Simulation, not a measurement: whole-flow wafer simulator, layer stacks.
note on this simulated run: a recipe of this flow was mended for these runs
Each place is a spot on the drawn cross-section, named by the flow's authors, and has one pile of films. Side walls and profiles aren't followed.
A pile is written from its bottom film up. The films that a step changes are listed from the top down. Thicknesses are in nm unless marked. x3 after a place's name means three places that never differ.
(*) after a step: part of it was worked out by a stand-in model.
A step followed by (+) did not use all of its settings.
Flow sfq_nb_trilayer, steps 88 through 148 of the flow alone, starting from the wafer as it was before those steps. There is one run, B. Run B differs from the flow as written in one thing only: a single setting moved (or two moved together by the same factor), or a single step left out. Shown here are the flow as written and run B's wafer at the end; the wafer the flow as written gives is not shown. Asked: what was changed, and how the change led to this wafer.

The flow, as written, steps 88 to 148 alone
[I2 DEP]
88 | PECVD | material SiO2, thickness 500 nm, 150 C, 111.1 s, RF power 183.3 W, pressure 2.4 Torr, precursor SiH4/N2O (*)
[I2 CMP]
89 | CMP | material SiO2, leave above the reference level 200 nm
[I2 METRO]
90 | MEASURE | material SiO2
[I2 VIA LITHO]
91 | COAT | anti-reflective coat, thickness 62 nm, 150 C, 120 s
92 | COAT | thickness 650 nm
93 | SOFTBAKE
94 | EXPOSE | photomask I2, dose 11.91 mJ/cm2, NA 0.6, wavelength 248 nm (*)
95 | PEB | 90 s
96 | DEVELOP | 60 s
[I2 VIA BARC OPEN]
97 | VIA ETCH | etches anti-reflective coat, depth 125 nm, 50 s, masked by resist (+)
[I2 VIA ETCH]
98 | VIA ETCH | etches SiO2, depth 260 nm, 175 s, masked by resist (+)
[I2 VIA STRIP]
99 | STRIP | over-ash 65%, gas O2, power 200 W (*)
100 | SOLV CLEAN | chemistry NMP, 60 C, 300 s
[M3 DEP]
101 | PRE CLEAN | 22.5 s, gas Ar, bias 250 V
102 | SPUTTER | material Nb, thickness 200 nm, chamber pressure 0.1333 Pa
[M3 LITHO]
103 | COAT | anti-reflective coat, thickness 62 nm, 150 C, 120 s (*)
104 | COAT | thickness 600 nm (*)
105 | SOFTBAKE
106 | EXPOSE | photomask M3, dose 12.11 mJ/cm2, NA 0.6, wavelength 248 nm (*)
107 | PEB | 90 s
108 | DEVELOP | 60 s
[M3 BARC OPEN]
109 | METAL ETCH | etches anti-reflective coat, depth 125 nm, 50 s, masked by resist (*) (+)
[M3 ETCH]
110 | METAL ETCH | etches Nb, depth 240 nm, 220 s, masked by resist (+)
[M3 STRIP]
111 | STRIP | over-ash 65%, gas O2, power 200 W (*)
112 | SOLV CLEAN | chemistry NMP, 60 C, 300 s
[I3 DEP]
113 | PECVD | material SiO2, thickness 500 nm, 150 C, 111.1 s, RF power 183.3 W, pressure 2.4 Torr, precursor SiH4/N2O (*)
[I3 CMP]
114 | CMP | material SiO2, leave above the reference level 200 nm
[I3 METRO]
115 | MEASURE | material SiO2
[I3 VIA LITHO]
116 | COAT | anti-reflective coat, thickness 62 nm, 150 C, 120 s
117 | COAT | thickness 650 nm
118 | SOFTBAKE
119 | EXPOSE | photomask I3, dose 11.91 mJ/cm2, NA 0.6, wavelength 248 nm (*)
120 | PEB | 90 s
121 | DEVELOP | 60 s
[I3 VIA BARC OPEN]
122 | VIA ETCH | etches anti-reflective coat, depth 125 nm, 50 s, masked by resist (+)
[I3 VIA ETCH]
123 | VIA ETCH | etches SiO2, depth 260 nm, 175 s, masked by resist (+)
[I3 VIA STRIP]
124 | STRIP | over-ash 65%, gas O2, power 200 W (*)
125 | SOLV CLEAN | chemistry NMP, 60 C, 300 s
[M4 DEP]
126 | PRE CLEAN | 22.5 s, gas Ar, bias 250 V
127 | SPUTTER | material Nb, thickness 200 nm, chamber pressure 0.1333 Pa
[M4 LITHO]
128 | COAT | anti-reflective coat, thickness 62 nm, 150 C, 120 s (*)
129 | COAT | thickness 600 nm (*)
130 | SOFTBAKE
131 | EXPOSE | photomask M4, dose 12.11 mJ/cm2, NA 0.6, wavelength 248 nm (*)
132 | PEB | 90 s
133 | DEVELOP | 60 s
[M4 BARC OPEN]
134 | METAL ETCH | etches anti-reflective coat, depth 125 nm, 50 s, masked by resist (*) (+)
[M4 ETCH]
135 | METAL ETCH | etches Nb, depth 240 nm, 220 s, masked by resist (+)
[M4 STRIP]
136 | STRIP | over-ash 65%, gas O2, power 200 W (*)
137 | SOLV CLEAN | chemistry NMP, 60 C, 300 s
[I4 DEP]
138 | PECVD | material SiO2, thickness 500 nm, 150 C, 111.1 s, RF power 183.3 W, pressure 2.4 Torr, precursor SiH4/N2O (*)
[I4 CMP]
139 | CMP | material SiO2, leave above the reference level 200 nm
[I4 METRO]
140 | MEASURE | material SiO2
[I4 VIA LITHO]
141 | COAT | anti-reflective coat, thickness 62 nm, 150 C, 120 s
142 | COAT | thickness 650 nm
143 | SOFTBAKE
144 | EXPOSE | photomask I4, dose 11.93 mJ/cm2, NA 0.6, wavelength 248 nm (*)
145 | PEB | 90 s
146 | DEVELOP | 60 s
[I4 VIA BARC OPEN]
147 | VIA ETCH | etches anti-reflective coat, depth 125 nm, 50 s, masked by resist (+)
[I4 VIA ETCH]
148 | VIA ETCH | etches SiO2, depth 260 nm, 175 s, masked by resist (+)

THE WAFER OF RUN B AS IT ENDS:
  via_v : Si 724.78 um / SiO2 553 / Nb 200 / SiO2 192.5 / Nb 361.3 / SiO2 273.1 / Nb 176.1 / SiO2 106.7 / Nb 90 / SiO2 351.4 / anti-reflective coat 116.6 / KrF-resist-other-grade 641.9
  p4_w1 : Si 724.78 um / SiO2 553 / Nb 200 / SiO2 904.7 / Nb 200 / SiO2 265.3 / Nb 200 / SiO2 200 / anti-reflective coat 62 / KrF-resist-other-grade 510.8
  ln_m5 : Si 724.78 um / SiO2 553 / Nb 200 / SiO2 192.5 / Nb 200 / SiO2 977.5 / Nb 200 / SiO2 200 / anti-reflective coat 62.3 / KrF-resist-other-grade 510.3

Cause: step 88, PECVD: thickness 331.2 nm was run, whereas the flow has thickness 500 nm; step 88, PECVD: 73.61 s was run, where the flow has 111.1 s.

Step by step, how the change led to this:
  88 | PECVD | material SiO2, thickness 500 nm, 150 C, 111.1 s, RF power 183.3 W, pressure 2.4 Torr, precursor SiH4/N2O (*)
      field_l, be, be_sur and 81 more: SiO2 gains 331.2 (it would be, as written: SiO2 gains 500)
      v_sur, via_wl, via_w and 18 more: SiO2 gains 331.2 (new film) (it would be, as written: SiO2 gains 500 (new film))
      (also at 1 further place)
  89 | CMP | material SiO2, leave above the reference level 200 nm
      field_l, be, be_sur and 81 more: nothing (it would be, as written: SiO2 loses 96)
      via_v: nothing (it would be, as written: SiO2 loses 181.6)
      (also at 21 further places)
  91 | COAT | anti-reflective coat, thickness 62 nm, 150 C, 120 s
      jj_sur, wl_a_sr, wl_b_sl: anti-reflective coat gains 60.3 (new film) (it would be, as written: anti-reflective coat gains 62 (new film))
      ce_r, sp_r, wl_f_sr: anti-reflective coat gains 63.4 (new film) (it would be, as written: anti-reflective coat gains 62 (new film))
      (also at 67 further places)
  92 | COAT | thickness 650 nm
      wl_d_sl, wl_f_m6: KrF-resist-other-grade gains 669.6 (new film) (it would be, as written: KrF-resist-other-grade gains 650 (new film))
      m5r_linepad_l, m5r_linepad_r: KrF-resist-other-grade gains 634.7 (new film) (it would be, as written: KrF-resist-other-grade gains 650 (new film))
      (also at 20 further places)
  96 | DEVELOP | 60 s
      via_w: KrF-resist-other-grade loses 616 (all of it) (it would be, as written: KrF-resist-other-grade loses 648.6 (all of it))
  97 | VIA ETCH | etches anti-reflective coat, depth 125 nm, 50 s, masked by resist (+)
      via_w: anti-reflective coat loses 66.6 (all of it), SiO2 loses 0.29 (it would be, as written: anti-reflective coat loses 62 (all of it), SiO2 loses 0.31)
  99 | STRIP | over-ash 65%, gas O2, power 200 W (*)
      m0r_line_l x3: KrF-resist-other-grade loses 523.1 (all of it), anti-reflective coat loses 70.2 (all of it) (it would be, as written: KrF-resist-other-grade loses 510.8 (all of it), anti-reflective coat loses 62 (all of it))
      m0r_space_l, m6r_space_l x2: KrF-resist-other-grade loses 513.7 (all of it), anti-reflective coat loses 81.7 (all of it) (it would be, as written: KrF-resist-other-grade loses 510.8 (all of it), anti-reflective coat loses 62 (all of it))
      (also at 68 further places)
  102 | SPUTTER | material Nb, thickness 200 nm, chamber pressure 0.1333 Pa
      via_v: Nb gains 176.1 (new film) (it would be, as written: Nb gains 200 (new film))
  103 | COAT | anti-reflective coat, thickness 62 nm, 150 C, 120 s (*)
      m0r_line_l x3, m0r_line_r x3: anti-reflective coat gains 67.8 (new film) (it would be, as written: anti-reflective coat gains 62 (new film))
      m0r_space_l, m0r_space_r, m6r_space_l x2, m6r_space_r x2: anti-reflective coat gains 79.1 (new film) (it would be, as written: anti-reflective coat gains 62 (new film))
      (also at 58 further places)
  104 | COAT | thickness 600 nm (*)
      m5r_line_l, m5r_line_r: KrF-resist-other-grade gains 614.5 (new film) (it would be, as written: KrF-resist-other-grade gains 600 (new film))
      m5r_linepad_l, m5r_linepad_r: KrF-resist-other-grade gains 585.4 (new film) (it would be, as written: KrF-resist-other-grade gains 600 (new film))
      (also at 21 further places)
  108 | DEVELOP | 60 s
      m5r_line_l, m5r_line_r: KrF-resist-other-grade loses 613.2 (all of it) (it would be, as written: KrF-resist-other-grade loses 598.7 (all of it))
      m5r_linepad_l, m5r_linepad_r: KrF-resist-other-grade loses 584.2 (all of it) (it would be, as written: KrF-resist-other-grade loses 598.7 (all of it))
      (also at 10 further places)
  109 | METAL ETCH | etches anti-reflective coat, depth 125 nm, 50 s, masked by resist (*) (+)
      m0r_line_l x3, m0r_line_r x3: anti-reflective coat loses 67.8 (all of it) (it would be, as written: anti-reflective coat loses 62 (all of it))
      m0r_space_l, m0r_space_r, m6r_space_l x2, m6r_space_r x2: anti-reflective coat loses 79.1 (all of it) (it would be, as written: anti-reflective coat loses 62 (all of it))
      (also at 38 further places)
  111 | STRIP | over-ash 65%, gas O2, power 200 W (*)
      v_sur: KrF-resist-other-grade loses 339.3 (all of it), anti-reflective coat loses 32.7 (all of it) (it would be, as written: KrF-resist-other-grade loses 361 (all of it), anti-reflective coat loses 46 (all of it))
      via_wl: KrF-resist-other-grade loses 350.7 (all of it), anti-reflective coat loses 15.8 (all of it) (it would be, as written: KrF-resist-other-grade loses 381.1 (all of it), anti-reflective coat loses 16.7 (all of it))
      (also at 22 further places)
  113 | PECVD | material SiO2, thickness 500 nm, 150 C, 111.1 s, RF power 183.3 W, pressure 2.4 Torr, precursor SiH4/N2O (*)
      via_v: SiO2 gains 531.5 (new film) (it would be, as written: SiO2 gains 500 (new film))
  114 | CMP | material SiO2, leave above the reference level 200 nm
      field_l, be, be_sur and 64 more: SiO2 loses 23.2 (it would be, as written: SiO2 loses 96)
      p4_w1, p4_w2, p4_w3 and 6 more: SiO2 loses 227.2 (it would be, as written: SiO2 loses 300)
      (also at 9 further places)
  123 | VIA ETCH | etches SiO2, depth 260 nm, 175 s, masked by resist (+)
      via_v: SiO2 loses 260 (it would be, as written: SiO2 loses 199.7 (all of it), Nb loses 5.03)
  ... another 11 steps ...
  147 | VIA ETCH | etches anti-reflective coat, depth 125 nm, 50 s, masked by resist (+)
      via_wl: anti-reflective coat loses 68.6 (all of it), SiO2 loses 0.28 (it would be, as written: anti-reflective coat loses 62 (all of it), SiO2 loses 0.31)
      via_w: anti-reflective coat loses 71 (all of it), SiO2 loses 0.27 (it would be, as written: anti-reflective coat loses 62 (all of it), SiO2 loses 0.31)
      (also at 1 further place)
If metal films that touch count as one body, via_v has 4 bodies (between them, from the top down: SiO2 106.7; SiO2 273.1; SiO2 192.5); the flow as written gives 3 bodies (between them, from the top down: SiO2 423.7; SiO2 192.5).
